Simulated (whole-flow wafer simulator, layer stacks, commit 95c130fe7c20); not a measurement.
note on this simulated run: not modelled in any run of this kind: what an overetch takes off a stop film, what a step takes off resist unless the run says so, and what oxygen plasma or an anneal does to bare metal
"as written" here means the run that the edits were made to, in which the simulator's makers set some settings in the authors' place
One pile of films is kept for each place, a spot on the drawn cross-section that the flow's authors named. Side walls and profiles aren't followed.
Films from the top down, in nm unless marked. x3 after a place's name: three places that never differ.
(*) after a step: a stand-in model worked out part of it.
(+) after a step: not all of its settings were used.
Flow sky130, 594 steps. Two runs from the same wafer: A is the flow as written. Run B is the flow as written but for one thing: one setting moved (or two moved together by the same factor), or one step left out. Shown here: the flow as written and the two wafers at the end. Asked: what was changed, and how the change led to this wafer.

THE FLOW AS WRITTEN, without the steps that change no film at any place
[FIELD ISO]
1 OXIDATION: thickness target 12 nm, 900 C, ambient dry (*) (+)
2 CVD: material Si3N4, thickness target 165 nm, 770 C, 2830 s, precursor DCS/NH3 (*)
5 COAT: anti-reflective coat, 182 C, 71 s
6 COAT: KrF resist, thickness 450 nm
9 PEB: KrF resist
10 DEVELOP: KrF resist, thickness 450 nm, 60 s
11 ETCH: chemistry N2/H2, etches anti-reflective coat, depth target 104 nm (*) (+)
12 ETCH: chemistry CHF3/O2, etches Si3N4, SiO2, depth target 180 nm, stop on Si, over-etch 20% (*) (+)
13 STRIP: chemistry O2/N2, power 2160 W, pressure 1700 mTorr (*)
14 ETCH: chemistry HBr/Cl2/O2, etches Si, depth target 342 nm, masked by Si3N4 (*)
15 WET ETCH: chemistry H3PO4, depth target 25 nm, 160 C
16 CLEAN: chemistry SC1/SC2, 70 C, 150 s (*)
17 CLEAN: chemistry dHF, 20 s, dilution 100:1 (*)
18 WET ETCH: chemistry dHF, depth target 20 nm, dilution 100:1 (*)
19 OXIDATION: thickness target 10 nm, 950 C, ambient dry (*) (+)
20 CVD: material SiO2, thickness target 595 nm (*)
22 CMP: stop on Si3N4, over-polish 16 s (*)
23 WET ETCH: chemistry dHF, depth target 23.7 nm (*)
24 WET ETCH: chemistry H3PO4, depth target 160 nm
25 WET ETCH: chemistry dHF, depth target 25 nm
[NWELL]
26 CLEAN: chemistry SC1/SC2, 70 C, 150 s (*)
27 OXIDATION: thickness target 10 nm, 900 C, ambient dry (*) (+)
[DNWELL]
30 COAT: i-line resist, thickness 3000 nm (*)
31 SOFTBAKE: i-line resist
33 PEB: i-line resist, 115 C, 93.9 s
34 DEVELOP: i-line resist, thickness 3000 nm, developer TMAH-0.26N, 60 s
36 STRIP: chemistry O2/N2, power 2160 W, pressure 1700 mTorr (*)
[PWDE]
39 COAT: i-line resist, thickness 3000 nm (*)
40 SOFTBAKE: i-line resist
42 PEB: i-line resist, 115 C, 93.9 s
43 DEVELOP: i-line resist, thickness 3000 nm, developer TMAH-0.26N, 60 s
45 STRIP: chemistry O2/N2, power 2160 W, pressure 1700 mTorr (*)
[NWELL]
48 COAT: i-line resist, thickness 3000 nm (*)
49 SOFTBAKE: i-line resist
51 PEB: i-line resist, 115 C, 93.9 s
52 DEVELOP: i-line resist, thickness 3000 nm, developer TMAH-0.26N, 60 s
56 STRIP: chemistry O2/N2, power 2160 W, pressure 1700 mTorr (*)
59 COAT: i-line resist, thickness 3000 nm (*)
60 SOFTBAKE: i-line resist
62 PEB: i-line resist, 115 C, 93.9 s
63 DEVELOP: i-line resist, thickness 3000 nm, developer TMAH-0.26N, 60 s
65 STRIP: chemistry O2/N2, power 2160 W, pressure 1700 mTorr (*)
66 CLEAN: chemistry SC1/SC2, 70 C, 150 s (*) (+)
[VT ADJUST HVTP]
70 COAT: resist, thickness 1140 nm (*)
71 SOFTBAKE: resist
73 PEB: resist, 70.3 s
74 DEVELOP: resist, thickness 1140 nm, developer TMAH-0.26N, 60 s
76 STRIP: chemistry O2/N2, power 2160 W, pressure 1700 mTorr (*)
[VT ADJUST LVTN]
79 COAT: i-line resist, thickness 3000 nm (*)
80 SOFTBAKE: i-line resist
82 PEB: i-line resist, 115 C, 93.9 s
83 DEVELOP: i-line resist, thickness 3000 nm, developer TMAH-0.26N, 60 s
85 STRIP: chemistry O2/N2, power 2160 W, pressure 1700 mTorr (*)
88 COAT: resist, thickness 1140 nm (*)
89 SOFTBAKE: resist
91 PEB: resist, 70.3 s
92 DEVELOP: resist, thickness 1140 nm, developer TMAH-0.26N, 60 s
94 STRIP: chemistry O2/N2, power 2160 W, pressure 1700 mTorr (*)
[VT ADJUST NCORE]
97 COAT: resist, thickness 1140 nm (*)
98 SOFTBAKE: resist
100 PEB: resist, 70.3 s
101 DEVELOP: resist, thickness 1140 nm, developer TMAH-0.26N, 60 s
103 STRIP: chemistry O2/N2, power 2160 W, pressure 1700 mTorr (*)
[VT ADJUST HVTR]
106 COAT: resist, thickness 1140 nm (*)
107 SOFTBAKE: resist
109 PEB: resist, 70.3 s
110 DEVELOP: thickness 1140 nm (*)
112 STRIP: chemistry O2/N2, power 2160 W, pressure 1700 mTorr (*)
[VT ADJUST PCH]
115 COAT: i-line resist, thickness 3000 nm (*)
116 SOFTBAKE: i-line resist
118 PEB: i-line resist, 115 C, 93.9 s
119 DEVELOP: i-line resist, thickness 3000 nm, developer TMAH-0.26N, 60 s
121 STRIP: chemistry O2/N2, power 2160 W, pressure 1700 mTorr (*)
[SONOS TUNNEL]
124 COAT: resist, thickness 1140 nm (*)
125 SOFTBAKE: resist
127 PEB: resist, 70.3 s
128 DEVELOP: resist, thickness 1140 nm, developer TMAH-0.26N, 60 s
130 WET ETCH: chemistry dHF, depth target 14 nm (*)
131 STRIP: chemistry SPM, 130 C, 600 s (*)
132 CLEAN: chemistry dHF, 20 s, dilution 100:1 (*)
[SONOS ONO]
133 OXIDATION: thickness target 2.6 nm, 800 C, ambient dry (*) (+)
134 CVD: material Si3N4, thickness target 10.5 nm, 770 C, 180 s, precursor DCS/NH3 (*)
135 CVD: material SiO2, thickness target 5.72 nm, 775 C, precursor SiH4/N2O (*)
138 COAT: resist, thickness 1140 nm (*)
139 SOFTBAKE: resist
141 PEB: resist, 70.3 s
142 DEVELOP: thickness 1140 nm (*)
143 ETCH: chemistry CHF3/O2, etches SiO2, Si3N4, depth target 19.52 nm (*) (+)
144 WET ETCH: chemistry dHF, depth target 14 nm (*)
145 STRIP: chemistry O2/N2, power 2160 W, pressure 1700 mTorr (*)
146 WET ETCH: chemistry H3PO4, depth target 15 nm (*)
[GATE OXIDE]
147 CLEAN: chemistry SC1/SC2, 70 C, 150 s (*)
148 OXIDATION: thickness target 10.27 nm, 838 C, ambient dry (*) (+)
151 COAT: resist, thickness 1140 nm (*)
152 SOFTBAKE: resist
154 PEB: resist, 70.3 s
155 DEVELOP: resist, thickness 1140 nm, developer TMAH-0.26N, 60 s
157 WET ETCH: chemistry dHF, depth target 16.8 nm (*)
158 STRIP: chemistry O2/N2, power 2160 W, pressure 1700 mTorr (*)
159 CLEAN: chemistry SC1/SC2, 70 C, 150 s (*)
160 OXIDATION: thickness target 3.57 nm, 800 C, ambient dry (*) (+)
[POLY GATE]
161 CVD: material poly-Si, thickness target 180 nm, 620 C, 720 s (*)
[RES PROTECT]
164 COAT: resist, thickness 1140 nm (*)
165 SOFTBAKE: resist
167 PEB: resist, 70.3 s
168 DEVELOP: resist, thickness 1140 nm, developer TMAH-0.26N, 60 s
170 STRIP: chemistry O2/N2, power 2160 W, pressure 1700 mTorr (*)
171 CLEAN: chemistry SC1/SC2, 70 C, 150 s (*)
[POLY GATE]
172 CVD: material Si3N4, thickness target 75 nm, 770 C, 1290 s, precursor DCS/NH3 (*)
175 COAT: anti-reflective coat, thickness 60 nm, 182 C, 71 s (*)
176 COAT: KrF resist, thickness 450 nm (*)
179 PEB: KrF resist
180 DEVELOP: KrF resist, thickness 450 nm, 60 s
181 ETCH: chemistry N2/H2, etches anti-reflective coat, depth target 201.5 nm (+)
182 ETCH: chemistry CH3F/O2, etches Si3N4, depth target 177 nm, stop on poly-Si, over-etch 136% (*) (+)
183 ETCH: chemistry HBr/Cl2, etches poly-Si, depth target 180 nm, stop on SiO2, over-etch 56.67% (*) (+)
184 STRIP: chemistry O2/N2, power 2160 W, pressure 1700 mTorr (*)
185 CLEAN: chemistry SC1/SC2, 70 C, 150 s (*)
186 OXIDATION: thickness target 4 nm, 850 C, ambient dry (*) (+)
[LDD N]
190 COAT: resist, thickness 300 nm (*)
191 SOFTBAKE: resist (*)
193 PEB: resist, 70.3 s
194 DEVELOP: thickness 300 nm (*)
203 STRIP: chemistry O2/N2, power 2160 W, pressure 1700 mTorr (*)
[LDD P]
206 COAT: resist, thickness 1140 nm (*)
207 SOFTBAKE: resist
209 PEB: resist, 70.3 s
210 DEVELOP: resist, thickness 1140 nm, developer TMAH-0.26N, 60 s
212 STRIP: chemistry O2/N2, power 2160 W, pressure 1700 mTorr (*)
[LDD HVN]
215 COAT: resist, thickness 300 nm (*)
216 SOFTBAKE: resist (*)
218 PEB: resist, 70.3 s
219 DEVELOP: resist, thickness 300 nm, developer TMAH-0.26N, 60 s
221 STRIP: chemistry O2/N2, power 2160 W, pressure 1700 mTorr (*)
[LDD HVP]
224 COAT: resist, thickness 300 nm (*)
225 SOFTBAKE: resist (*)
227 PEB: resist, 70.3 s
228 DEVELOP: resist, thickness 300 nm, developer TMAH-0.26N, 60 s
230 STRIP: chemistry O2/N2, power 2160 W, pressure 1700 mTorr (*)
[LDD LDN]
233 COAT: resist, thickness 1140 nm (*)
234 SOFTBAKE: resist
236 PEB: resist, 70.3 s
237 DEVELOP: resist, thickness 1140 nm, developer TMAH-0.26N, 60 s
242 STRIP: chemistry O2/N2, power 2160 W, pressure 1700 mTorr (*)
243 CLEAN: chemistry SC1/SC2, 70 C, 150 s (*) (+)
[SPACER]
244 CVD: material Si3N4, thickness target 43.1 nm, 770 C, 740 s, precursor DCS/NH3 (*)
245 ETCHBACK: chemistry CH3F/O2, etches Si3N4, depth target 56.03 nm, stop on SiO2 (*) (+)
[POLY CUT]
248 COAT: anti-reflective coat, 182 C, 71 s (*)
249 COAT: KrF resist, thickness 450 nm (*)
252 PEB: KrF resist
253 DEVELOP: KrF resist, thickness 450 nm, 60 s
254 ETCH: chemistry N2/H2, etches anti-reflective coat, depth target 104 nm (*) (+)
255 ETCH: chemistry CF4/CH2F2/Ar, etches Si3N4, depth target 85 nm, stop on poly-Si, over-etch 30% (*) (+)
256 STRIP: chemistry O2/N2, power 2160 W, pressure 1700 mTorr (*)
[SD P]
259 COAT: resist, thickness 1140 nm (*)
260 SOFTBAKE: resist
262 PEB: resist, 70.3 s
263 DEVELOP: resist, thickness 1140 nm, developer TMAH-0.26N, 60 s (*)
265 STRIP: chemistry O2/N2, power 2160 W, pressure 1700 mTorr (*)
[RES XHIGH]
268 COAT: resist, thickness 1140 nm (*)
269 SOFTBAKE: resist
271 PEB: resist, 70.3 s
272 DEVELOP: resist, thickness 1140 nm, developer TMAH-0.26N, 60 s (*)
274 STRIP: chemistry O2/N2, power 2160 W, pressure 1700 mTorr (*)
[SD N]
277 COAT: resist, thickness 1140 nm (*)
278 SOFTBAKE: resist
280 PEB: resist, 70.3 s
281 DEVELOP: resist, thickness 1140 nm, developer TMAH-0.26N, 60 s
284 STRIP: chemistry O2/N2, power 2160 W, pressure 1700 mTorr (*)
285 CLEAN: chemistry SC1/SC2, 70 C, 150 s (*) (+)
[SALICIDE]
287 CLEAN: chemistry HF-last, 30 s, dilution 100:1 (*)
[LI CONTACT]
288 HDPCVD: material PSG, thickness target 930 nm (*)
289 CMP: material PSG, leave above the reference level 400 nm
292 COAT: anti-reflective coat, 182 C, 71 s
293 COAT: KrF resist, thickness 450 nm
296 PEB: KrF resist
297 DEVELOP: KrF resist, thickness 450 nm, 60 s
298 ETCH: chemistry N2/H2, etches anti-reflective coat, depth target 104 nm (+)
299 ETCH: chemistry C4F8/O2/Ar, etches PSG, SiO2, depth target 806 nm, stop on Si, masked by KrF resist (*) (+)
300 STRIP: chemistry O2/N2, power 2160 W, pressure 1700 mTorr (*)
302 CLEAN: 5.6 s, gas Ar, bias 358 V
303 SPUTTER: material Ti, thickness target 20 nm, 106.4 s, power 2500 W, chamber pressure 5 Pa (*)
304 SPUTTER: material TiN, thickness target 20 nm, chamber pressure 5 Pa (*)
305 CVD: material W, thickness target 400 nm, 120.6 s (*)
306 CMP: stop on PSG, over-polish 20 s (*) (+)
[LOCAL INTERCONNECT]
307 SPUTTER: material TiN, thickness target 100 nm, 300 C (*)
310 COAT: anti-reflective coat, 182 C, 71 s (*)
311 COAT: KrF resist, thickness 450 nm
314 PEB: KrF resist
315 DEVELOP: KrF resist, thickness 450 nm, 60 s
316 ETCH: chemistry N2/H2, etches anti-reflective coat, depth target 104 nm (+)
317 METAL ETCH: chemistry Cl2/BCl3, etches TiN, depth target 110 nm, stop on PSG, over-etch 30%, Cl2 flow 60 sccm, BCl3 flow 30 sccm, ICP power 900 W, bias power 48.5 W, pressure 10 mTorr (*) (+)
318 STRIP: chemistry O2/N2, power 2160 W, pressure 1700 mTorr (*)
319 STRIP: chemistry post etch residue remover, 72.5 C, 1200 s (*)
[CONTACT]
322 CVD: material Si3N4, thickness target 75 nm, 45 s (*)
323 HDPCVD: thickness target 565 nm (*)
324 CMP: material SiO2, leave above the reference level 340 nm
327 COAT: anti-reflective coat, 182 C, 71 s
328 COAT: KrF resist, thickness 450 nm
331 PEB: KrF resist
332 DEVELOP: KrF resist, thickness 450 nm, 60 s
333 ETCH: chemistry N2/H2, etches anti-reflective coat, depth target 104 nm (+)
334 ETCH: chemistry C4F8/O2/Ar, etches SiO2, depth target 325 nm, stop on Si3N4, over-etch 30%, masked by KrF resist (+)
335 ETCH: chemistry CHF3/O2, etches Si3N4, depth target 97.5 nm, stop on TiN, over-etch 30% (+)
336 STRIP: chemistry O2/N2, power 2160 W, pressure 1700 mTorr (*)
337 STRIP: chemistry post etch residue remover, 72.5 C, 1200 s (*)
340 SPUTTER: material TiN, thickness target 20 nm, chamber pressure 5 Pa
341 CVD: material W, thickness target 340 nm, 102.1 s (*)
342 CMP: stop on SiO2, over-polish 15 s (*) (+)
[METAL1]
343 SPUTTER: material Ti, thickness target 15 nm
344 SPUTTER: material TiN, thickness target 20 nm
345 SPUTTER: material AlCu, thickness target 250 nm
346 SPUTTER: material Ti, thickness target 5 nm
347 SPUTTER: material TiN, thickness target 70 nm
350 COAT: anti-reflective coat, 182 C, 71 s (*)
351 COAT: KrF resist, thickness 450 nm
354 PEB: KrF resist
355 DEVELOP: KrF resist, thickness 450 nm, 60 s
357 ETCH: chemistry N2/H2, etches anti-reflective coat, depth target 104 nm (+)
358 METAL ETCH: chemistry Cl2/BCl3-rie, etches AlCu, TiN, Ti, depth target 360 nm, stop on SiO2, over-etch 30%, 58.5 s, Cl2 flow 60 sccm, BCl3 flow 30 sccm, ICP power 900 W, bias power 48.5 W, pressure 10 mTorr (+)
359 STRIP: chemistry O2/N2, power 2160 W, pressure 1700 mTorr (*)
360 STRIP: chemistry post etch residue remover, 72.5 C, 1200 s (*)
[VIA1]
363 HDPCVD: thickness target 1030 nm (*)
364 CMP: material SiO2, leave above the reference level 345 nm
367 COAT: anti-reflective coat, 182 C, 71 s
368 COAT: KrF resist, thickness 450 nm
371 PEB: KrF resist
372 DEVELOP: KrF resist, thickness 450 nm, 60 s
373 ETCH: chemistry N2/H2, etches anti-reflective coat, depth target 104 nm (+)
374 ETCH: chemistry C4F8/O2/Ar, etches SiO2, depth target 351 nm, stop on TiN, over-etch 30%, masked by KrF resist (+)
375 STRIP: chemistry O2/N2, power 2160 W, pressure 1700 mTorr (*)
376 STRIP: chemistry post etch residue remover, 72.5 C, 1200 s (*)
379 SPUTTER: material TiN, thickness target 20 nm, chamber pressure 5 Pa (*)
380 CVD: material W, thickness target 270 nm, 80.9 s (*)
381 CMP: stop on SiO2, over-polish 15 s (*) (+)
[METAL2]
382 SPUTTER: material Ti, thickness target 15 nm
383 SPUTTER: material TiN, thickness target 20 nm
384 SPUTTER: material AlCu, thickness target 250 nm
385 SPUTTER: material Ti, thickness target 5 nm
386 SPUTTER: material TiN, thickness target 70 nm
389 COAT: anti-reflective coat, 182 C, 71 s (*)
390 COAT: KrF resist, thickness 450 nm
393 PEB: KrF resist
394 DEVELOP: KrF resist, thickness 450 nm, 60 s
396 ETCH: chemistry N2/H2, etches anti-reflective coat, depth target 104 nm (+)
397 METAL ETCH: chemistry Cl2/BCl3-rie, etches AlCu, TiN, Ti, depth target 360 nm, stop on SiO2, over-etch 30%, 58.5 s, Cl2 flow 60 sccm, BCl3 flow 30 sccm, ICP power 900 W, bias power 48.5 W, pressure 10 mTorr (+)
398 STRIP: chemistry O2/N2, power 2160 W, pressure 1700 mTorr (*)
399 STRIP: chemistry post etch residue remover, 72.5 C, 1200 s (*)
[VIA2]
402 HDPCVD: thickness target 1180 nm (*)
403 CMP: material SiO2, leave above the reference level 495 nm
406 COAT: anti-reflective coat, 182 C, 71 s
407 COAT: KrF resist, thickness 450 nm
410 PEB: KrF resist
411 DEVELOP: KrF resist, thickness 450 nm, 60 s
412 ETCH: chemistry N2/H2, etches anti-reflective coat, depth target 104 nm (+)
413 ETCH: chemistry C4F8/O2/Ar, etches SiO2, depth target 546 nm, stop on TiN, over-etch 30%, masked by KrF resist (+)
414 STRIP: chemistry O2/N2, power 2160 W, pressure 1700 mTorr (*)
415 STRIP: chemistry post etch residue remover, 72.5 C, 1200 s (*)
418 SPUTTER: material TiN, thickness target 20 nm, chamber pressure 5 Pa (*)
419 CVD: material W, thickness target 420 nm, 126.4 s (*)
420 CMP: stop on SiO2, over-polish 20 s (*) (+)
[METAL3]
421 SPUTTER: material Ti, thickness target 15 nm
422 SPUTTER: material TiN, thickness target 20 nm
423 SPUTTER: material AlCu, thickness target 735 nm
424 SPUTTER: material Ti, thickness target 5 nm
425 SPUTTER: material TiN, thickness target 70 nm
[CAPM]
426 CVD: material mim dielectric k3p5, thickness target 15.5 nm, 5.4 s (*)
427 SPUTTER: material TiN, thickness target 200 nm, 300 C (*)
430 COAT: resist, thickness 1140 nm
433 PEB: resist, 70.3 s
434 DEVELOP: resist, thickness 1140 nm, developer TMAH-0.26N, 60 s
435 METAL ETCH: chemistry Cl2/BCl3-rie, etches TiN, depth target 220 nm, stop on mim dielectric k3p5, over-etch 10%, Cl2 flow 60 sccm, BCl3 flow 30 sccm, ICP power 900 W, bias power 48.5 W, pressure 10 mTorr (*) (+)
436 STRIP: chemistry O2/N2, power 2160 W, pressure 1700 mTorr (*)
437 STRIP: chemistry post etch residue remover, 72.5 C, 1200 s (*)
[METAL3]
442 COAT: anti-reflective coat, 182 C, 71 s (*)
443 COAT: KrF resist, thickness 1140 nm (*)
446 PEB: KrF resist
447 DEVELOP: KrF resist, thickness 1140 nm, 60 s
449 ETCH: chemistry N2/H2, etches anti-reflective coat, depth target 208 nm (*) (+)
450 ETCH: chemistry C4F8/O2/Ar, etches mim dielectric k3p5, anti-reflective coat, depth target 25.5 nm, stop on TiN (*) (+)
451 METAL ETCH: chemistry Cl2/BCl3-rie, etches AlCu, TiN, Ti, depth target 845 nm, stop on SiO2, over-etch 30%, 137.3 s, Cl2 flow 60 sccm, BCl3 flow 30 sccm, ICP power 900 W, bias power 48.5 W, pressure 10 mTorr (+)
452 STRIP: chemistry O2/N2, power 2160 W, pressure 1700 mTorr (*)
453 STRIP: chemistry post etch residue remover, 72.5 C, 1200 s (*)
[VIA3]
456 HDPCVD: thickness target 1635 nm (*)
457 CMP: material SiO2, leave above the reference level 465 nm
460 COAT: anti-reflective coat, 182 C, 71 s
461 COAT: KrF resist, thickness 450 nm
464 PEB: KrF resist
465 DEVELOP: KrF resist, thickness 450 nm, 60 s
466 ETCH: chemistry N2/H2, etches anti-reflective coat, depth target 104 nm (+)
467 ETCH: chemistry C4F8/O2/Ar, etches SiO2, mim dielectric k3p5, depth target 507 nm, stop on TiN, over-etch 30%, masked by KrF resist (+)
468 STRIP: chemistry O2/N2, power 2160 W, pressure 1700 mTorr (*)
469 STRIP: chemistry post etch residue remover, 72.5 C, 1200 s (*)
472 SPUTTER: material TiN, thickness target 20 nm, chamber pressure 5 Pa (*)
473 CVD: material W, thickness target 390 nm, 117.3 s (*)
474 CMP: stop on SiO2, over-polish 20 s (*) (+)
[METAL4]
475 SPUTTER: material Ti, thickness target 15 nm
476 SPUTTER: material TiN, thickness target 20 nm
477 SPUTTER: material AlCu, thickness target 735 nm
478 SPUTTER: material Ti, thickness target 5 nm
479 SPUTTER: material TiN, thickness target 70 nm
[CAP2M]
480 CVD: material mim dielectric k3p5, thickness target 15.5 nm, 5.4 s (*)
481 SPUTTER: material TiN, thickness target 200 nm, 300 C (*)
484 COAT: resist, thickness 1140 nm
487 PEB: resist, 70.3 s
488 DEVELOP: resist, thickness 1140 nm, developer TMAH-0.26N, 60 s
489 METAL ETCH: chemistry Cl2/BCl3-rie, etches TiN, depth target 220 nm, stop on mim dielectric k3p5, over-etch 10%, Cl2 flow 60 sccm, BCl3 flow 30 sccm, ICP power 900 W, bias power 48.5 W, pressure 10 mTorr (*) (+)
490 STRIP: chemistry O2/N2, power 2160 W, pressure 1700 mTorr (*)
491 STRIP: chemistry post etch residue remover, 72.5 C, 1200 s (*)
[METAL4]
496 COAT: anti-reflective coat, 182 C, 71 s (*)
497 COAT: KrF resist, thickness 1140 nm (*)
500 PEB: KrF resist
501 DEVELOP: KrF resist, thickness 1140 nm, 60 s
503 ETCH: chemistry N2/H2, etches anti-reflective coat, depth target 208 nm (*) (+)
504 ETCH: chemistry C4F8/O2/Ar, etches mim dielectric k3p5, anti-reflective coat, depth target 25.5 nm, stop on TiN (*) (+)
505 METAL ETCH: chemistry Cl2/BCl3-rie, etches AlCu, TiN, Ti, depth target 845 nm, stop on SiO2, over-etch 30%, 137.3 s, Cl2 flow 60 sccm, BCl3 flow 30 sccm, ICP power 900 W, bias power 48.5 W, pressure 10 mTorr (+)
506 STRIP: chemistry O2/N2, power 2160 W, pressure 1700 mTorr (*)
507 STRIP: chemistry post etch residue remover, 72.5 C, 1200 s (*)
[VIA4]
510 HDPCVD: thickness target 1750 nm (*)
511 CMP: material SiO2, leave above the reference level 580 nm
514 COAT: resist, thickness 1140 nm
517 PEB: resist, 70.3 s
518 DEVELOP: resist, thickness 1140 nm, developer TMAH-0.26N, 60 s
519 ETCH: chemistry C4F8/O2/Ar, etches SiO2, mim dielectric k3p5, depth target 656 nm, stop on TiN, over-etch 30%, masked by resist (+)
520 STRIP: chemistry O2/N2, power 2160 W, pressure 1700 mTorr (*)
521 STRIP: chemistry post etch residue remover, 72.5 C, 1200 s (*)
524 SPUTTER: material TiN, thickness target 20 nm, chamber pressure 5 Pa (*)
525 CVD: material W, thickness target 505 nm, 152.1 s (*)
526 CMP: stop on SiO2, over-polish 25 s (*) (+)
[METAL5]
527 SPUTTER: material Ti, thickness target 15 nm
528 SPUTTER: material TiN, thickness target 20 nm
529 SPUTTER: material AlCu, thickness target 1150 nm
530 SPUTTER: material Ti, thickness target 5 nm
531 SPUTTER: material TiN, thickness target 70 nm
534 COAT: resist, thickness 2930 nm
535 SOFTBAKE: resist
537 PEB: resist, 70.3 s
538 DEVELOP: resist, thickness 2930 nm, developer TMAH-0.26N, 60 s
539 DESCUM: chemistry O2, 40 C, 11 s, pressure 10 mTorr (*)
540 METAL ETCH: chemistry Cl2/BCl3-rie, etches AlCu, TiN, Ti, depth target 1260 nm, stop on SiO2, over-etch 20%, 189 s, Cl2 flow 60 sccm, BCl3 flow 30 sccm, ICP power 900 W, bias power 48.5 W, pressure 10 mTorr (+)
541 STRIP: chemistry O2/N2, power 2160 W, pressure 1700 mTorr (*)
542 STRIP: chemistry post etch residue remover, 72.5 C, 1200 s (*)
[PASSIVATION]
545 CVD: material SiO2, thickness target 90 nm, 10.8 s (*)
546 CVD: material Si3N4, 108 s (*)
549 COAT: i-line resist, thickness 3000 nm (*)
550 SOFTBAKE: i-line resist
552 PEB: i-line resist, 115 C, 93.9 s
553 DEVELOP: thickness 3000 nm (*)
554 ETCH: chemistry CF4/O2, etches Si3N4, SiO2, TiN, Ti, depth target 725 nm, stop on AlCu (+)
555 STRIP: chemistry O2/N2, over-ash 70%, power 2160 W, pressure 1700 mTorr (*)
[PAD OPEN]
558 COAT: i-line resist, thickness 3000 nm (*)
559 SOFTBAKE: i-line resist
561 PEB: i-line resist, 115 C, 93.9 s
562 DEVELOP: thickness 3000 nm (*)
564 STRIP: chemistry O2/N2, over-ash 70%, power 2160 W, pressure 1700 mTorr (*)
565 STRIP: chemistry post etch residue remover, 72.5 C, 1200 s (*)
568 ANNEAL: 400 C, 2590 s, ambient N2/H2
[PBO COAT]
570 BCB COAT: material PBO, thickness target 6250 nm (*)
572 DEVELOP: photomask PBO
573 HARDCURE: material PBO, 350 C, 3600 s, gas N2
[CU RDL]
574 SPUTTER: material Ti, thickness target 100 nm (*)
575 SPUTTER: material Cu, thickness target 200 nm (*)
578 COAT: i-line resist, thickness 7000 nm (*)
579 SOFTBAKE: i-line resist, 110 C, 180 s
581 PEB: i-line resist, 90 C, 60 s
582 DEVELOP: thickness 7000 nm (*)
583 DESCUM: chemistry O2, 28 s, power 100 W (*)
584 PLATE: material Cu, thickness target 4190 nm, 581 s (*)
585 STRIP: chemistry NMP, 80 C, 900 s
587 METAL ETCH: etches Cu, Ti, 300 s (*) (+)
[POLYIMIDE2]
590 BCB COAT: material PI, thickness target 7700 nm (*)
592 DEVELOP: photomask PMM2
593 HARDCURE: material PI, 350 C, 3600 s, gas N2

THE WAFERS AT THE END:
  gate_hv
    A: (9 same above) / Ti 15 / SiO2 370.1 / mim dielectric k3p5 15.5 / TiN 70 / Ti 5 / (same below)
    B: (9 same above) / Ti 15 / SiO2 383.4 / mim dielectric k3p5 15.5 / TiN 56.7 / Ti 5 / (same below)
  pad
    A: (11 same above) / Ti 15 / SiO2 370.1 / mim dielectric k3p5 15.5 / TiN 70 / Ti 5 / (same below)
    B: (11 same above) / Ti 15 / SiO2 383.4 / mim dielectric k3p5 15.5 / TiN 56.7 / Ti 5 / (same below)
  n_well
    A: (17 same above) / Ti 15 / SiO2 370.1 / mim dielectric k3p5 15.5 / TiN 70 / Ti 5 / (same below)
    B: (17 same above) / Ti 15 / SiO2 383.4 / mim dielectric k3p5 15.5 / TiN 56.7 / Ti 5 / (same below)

The cause: step 425, SPUTTER: thickness target 56.7 nm was run, where the flow has thickness target 70 nm.
It can be read off the wafer: gate_hv has TiN 56.7, and step 425 as written asks for 70 nm.

How the change led to this, step by step:
  425 SPUTTER: material TiN, thickness target 70 nm
      field, active, n_well and 188 more: A TiN +70 (new film) | B TiN +56.7 (new film)
  451 METAL ETCH: chemistry Cl2/BCl3-rie, etches AlCu, TiN, Ti, depth target 845 nm, stop on SiO2, over-etch 30%, 137.3 s, Cl2 flow 60 sccm, BCl3 flow 30 sccm, ICP power 900 W, bias power 48.5 W, pressure 10 mTorr (+)
      field, gate, spacer and 68 more: A TiN -70 (all of it), Ti -5 (all of it), AlCu -735 (all of it), TiN -20 (all of it), Ti -15 (all of it), SiO2 -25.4 | B TiN -56.7 (all of it), Ti -5 (all of it), AlCu -735 (all of it), TiN -20 (all of it), Ti -15 (all of it), SiO2 -26.7
      active, vpp_ln, vpp_iso2 and 11 more: A TiN -70 (all of it), Ti -5 (all of it), AlCu -735 (all of it), TiN -20 (all of it), Ti -15 (all of it), SiO2 -25.3 | B TiN -56.7 (all of it), Ti -5 (all of it), AlCu -735 (all of it), TiN -20 (all of it), Ti -15 (all of it), SiO2 -26.7
  467 ETCH: chemistry C4F8/O2/Ar, etches SiO2, mim dielectric k3p5, depth target 507 nm, stop on TiN, over-etch 30%, masked by KrF resist (+)
      m1: A SiO2 -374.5 (all of it), mim dielectric k3p5 -15.5 (all of it) | B SiO2 -387.8 (all of it), mim dielectric k3p5 -15.5 (all of it)
      via3_hole: A SiO2 -373.9 (all of it), mim dielectric k3p5 -15.5 (all of it) | B SiO2 -387.2 (all of it), mim dielectric k3p5 -15.5 (all of it)
